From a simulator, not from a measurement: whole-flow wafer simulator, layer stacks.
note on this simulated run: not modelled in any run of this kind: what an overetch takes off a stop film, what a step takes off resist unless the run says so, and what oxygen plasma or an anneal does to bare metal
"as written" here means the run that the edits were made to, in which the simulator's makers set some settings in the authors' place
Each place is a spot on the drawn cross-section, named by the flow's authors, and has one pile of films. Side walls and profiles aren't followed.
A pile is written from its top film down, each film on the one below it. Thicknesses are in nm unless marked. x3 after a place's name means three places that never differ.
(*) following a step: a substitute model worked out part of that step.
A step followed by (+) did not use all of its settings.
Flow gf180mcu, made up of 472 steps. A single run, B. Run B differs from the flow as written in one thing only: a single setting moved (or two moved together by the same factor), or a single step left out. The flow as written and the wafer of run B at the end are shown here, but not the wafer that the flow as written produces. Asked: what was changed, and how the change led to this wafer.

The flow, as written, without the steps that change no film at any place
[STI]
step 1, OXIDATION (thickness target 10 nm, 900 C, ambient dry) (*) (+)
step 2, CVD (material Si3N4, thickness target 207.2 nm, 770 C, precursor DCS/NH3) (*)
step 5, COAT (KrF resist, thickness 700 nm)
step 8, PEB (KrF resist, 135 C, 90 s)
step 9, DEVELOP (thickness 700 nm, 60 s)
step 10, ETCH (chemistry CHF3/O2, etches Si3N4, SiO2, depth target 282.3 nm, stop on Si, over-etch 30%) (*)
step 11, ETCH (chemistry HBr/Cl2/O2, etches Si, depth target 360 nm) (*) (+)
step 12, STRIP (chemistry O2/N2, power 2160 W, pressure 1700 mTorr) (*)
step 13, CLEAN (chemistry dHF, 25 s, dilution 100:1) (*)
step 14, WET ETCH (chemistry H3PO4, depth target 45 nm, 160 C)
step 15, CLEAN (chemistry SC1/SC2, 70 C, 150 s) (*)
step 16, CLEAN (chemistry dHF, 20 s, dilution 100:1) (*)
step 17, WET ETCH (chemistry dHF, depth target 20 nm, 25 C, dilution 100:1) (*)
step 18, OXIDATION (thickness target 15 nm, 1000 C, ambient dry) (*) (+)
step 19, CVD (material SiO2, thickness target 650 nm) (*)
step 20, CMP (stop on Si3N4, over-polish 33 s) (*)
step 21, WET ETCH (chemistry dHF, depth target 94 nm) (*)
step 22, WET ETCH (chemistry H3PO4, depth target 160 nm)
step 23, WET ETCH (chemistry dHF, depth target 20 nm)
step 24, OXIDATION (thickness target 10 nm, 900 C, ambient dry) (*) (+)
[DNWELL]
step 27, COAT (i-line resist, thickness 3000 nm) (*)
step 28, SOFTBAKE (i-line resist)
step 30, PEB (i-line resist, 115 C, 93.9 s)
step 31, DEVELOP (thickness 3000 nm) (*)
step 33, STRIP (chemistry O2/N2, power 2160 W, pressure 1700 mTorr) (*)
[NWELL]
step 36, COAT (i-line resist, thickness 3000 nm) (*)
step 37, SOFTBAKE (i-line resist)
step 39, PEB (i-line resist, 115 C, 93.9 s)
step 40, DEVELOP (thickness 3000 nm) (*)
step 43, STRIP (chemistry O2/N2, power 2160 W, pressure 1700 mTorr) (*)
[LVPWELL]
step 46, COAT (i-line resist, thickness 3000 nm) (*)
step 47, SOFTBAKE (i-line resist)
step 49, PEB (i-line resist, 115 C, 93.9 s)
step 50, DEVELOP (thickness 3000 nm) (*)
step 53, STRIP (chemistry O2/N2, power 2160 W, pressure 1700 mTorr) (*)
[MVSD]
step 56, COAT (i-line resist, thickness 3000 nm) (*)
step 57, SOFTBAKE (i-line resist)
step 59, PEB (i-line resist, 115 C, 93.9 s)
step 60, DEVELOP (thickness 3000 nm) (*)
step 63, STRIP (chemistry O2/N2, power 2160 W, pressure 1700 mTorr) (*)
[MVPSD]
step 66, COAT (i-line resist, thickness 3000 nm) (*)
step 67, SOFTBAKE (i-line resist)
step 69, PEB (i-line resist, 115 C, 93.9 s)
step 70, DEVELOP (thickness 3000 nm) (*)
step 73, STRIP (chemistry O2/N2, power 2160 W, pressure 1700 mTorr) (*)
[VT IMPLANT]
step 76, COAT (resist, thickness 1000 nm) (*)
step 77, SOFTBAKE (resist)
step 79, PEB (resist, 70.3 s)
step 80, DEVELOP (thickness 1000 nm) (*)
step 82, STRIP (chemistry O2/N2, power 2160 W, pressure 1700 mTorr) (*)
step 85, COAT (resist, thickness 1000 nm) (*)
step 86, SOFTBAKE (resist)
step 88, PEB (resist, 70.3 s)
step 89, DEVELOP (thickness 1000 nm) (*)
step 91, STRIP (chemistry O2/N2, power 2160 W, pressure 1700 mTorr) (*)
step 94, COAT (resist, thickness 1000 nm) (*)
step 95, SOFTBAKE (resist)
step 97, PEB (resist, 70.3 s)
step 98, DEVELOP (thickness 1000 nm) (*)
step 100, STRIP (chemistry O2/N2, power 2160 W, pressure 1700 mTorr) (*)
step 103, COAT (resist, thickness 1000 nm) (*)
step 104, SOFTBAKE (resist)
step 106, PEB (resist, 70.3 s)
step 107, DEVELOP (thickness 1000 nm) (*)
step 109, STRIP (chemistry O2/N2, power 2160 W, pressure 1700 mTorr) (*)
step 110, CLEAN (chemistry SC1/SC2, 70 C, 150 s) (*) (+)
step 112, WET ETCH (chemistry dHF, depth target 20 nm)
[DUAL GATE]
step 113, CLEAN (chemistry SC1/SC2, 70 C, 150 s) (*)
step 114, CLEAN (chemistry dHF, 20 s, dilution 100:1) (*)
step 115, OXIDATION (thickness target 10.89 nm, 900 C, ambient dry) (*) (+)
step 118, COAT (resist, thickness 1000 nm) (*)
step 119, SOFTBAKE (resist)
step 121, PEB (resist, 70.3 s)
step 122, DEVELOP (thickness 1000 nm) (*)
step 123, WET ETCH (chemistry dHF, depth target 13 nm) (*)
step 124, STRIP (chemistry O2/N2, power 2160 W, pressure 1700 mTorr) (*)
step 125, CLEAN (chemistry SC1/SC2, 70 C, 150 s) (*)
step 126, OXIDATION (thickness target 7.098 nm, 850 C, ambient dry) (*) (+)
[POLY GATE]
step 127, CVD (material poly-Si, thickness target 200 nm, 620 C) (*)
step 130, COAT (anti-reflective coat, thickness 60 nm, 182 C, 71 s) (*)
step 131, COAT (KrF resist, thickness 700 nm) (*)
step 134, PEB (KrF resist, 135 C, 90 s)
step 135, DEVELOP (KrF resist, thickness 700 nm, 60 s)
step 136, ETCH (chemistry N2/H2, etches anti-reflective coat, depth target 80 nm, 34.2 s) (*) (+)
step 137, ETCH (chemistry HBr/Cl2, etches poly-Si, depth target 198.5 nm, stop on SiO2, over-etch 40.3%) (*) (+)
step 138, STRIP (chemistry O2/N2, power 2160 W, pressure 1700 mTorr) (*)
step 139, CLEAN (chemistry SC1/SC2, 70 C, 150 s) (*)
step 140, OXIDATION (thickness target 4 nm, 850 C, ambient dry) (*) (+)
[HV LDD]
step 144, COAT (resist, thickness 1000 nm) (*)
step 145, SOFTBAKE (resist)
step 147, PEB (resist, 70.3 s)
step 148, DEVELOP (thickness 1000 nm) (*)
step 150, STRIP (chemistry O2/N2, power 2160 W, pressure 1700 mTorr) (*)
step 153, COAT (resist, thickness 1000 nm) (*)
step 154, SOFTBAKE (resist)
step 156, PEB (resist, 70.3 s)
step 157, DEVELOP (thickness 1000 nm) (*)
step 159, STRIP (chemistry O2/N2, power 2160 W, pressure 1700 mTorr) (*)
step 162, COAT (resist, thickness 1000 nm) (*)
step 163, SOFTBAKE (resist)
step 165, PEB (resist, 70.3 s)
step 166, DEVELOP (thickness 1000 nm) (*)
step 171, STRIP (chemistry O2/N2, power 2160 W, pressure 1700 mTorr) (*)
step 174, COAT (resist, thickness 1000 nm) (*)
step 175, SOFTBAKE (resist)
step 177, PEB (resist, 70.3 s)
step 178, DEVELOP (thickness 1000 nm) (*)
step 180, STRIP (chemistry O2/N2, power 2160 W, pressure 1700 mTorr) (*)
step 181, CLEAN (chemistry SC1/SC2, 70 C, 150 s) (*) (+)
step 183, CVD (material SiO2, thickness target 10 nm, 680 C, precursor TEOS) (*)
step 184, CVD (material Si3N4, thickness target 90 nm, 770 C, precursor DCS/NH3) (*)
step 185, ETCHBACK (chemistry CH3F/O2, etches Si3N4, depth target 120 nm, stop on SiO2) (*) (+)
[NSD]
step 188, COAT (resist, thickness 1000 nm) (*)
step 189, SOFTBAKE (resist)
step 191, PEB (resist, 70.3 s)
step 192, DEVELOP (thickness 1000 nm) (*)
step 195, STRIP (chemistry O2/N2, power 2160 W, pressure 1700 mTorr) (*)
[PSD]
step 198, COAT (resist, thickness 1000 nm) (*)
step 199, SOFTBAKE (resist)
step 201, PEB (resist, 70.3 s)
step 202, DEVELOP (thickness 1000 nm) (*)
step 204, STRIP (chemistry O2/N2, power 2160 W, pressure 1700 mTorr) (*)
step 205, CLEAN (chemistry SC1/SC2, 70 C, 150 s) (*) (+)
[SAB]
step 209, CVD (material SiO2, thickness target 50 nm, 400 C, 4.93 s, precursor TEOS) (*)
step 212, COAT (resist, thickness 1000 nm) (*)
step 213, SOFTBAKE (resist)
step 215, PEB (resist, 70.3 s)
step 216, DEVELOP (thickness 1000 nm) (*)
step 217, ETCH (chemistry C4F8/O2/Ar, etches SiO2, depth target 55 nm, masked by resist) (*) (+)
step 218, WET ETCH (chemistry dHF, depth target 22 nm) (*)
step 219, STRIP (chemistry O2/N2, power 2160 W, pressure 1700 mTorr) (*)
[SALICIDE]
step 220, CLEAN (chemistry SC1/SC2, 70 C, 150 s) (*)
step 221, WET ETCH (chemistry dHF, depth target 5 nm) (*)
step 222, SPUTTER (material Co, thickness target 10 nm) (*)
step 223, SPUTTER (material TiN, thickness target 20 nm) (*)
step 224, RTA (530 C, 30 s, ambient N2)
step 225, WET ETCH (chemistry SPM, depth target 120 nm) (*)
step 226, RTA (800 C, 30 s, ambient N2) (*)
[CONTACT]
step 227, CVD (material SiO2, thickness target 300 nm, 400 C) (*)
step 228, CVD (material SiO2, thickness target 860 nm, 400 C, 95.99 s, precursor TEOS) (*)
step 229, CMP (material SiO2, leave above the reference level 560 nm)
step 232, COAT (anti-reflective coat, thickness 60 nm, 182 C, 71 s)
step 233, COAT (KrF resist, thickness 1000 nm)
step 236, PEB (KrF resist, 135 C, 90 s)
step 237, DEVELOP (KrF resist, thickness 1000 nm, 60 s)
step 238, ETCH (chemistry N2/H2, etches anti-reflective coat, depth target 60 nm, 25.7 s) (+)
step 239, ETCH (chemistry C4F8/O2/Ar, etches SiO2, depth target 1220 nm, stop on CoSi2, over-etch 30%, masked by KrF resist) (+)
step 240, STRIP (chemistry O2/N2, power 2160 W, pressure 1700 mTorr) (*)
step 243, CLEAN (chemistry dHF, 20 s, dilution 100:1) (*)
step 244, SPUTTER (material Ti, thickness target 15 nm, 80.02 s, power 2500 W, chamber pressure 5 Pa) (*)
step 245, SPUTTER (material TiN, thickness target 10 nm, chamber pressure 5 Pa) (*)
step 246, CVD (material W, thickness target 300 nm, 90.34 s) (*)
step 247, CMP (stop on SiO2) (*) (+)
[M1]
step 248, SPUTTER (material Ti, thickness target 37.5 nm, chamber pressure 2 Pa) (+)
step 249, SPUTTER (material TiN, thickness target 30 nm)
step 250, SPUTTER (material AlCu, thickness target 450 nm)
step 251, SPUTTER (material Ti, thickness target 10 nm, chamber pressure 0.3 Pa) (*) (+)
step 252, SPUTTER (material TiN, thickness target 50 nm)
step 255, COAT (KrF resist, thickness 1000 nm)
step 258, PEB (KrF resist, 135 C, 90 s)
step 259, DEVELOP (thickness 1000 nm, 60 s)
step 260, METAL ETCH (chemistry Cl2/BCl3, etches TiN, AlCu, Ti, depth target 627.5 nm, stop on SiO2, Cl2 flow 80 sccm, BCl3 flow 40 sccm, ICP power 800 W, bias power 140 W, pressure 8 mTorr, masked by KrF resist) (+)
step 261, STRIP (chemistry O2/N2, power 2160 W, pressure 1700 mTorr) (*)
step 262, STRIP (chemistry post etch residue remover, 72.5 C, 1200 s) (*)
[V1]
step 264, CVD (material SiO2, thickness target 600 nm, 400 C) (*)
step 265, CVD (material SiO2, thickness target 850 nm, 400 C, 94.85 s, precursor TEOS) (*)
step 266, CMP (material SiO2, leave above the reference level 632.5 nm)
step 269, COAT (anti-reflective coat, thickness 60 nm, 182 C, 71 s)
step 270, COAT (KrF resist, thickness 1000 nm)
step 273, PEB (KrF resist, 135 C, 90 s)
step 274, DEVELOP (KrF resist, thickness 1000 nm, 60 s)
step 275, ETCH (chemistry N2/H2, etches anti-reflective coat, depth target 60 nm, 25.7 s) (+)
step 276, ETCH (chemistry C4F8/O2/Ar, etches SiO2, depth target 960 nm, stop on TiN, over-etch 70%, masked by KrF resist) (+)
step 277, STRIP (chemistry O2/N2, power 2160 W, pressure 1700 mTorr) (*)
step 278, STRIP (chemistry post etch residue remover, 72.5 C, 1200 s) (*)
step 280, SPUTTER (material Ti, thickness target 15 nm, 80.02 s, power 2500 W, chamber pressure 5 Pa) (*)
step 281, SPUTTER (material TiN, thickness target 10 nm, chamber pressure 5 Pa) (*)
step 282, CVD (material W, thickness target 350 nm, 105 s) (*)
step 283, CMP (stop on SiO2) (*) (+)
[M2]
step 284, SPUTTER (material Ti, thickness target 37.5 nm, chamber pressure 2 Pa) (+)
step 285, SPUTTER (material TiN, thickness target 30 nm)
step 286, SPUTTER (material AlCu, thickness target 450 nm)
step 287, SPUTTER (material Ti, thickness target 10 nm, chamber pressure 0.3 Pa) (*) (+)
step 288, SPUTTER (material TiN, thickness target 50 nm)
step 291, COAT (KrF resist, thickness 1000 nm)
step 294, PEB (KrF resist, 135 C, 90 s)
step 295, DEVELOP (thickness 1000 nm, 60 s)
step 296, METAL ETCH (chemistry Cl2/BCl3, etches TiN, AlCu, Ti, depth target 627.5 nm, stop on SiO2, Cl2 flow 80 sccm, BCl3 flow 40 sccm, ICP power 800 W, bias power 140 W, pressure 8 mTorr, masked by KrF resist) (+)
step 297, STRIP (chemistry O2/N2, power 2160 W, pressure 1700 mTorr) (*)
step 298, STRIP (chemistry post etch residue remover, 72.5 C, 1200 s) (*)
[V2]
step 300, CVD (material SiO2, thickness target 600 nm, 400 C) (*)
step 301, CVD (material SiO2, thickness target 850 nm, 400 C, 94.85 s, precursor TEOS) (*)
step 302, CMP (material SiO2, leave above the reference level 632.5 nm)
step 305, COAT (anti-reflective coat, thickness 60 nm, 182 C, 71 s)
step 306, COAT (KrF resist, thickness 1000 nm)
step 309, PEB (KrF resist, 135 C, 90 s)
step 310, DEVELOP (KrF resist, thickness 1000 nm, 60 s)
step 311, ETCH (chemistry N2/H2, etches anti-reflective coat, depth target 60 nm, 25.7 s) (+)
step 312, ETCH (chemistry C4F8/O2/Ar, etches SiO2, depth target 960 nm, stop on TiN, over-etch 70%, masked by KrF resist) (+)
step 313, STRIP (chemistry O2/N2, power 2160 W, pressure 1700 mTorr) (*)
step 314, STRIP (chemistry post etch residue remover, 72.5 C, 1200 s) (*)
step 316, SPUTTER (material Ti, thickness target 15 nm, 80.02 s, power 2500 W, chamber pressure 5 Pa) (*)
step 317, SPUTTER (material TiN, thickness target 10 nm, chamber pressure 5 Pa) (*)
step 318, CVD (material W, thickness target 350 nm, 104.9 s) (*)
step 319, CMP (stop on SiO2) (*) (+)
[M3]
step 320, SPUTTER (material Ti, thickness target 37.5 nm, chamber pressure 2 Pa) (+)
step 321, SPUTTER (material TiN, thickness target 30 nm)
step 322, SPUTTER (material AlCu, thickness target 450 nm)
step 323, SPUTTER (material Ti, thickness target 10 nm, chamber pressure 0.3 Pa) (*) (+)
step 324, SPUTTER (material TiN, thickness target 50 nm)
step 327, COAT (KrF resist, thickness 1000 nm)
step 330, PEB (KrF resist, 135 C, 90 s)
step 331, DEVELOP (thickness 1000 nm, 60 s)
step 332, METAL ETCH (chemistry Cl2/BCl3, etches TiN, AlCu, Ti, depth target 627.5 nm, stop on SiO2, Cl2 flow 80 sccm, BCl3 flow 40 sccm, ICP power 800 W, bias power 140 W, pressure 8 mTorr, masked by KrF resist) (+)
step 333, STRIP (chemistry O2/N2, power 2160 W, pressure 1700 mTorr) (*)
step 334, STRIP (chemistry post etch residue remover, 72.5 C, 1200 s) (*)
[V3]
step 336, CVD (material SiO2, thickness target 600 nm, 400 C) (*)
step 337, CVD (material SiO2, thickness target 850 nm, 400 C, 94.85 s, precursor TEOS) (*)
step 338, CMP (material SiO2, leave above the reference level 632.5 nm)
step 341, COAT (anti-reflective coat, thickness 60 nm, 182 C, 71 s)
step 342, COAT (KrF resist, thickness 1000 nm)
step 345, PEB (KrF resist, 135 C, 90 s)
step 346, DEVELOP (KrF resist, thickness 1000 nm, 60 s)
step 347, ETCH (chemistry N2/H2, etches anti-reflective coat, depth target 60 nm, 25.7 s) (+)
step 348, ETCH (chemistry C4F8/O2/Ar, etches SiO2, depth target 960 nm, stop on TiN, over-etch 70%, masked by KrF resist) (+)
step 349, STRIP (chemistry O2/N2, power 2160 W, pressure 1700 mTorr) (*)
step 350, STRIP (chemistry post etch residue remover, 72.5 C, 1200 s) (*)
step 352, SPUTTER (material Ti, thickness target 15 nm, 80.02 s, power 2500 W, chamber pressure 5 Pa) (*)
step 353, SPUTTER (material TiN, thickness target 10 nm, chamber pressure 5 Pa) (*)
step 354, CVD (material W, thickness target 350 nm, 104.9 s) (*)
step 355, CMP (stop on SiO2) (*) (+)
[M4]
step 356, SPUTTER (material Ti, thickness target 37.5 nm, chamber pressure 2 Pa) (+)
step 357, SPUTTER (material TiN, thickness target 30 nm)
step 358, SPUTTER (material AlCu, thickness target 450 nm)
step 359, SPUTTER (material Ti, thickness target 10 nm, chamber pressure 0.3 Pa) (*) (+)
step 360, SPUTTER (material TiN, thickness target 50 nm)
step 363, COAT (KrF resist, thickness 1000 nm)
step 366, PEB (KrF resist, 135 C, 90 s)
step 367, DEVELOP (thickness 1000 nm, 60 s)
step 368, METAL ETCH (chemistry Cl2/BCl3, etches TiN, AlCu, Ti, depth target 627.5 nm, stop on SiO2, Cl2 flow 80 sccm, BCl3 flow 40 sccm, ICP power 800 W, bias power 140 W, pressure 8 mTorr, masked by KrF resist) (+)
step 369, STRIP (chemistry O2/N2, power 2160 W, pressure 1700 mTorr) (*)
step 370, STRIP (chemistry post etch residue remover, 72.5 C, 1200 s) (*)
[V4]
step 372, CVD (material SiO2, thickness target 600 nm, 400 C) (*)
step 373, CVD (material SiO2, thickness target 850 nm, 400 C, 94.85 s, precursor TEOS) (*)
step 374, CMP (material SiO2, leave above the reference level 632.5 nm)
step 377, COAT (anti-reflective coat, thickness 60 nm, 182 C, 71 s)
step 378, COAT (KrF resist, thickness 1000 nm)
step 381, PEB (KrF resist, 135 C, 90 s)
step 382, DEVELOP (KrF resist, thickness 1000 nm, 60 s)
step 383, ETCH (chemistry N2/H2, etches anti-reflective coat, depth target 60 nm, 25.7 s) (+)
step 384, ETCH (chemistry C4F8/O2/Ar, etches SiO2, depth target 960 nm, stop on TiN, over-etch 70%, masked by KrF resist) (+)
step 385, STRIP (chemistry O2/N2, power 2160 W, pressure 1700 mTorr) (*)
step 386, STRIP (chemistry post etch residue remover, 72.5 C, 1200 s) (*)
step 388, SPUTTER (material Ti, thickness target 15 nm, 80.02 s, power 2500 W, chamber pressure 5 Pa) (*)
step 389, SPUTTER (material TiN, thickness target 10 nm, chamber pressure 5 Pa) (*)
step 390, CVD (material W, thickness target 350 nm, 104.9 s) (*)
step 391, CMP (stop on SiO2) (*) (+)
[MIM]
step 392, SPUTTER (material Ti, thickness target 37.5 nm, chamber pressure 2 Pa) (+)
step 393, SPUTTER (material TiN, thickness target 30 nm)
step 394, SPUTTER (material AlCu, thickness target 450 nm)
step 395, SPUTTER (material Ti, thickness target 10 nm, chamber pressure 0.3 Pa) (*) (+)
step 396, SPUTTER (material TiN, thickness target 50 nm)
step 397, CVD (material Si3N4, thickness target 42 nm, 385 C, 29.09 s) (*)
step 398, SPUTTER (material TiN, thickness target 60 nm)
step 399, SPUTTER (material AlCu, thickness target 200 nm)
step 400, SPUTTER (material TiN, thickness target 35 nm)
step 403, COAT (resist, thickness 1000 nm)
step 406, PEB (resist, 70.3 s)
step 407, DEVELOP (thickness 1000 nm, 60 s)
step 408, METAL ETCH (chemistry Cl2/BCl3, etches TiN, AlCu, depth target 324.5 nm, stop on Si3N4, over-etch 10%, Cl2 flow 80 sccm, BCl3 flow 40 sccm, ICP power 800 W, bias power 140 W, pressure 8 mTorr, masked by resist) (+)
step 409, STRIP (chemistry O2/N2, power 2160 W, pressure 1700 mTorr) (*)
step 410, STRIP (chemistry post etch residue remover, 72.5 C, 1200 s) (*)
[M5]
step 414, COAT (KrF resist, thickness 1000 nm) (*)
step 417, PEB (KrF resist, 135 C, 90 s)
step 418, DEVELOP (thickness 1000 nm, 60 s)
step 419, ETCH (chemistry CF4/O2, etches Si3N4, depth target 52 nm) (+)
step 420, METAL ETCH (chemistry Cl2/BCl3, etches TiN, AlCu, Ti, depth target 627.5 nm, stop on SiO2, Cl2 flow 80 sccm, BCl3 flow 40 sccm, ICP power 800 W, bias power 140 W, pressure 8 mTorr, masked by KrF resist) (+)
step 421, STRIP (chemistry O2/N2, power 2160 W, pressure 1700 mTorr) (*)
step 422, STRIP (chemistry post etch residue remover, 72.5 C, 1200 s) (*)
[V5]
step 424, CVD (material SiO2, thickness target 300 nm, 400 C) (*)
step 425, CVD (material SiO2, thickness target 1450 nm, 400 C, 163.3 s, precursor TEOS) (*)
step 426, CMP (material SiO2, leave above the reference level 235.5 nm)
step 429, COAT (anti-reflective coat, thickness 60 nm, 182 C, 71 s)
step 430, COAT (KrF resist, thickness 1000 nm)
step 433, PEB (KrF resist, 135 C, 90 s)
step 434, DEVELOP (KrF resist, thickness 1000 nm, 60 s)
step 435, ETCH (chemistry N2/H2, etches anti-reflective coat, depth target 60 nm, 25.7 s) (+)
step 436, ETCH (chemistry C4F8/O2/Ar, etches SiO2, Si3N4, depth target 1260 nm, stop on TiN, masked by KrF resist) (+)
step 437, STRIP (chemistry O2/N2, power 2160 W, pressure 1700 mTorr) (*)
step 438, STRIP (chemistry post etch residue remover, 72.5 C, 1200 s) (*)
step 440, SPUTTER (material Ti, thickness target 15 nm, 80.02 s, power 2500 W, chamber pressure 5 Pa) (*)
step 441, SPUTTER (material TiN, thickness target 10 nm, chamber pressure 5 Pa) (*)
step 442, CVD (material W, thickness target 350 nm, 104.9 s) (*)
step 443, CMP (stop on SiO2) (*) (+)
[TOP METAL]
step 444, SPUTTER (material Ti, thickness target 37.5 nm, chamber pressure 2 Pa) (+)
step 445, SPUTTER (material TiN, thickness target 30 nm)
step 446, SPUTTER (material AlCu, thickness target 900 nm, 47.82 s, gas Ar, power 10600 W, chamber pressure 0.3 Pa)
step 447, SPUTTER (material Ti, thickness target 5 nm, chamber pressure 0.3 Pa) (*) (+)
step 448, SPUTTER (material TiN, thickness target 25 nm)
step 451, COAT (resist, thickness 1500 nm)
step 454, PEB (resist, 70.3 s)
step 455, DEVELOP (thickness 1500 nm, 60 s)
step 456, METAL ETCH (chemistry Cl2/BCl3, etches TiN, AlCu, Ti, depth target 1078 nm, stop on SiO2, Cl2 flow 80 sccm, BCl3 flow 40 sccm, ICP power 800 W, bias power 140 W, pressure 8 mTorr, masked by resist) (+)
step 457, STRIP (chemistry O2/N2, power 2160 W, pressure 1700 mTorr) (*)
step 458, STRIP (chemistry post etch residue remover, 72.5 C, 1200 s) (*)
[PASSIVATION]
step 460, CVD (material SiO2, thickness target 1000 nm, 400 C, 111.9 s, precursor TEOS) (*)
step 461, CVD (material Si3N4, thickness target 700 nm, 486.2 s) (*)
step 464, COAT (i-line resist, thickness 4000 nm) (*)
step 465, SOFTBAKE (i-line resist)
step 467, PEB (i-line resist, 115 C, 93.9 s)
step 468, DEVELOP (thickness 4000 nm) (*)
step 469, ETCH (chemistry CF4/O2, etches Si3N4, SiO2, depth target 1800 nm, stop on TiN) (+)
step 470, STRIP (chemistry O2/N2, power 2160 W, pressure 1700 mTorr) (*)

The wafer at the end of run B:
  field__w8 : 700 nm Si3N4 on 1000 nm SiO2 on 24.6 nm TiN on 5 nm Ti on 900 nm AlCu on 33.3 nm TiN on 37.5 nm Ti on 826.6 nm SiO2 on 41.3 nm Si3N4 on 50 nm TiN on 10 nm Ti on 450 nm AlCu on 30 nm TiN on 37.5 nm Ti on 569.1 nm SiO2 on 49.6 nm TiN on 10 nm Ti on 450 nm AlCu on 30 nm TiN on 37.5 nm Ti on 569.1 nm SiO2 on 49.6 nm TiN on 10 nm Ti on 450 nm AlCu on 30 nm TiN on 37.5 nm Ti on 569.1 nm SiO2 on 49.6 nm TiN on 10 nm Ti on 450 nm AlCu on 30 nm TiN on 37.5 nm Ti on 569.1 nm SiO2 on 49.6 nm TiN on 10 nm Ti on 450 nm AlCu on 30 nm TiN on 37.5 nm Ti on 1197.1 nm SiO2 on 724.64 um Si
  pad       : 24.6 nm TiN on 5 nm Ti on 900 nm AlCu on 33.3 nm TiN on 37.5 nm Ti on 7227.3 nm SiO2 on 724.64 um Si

Cause: step 445, SPUTTER: thickness target 33.3 nm was run, though the flow has thickness target 30 nm.
The wafer lets one read it off: field__w8 has TiN 33.3, and step 445 as written asks for 30 nm.

Step by step, how the change led to this:
  step 445, SPUTTER (material TiN, thickness target 30 nm)
      field, field__w1, field__w2 and 109 more: TiN gains 33.3 (new film) (as written it would have been: TiN gains 30 (new film))
  step 456, METAL ETCH (chemistry Cl2/BCl3, etches TiN, AlCu, Ti, depth target 1078 nm, stop on SiO2, Cl2 flow 80 sccm, BCl3 flow 40 sccm, ICP power 800 W, bias power 140 W, pressure 8 mTorr, masked by resist) (+)
      field, field__w1, field__w2 and 103 more: TiN loses 25 (all of it), Ti loses 5 (all of it), AlCu loses 900 (all of it), TiN loses 33.3 (all of it), Ti loses 37.5 (all of it) (as written it would have been: TiN loses 25 (all of it), Ti loses 5 (all of it), AlCu loses 900 (all of it), TiN loses 30 (all of it), Ti loses 37.5 (all of it))
  step 465, SOFTBAKE (i-line resist)
      gate: i-line resist loses 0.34 (as written it would have been: i-line resist gains 1.79)
      ld_acc_p, ld_fp_p, ld_drift_p: i-line resist gains 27 (as written it would have been: i-line resist gains 33.8)
      (also at 57 further places)
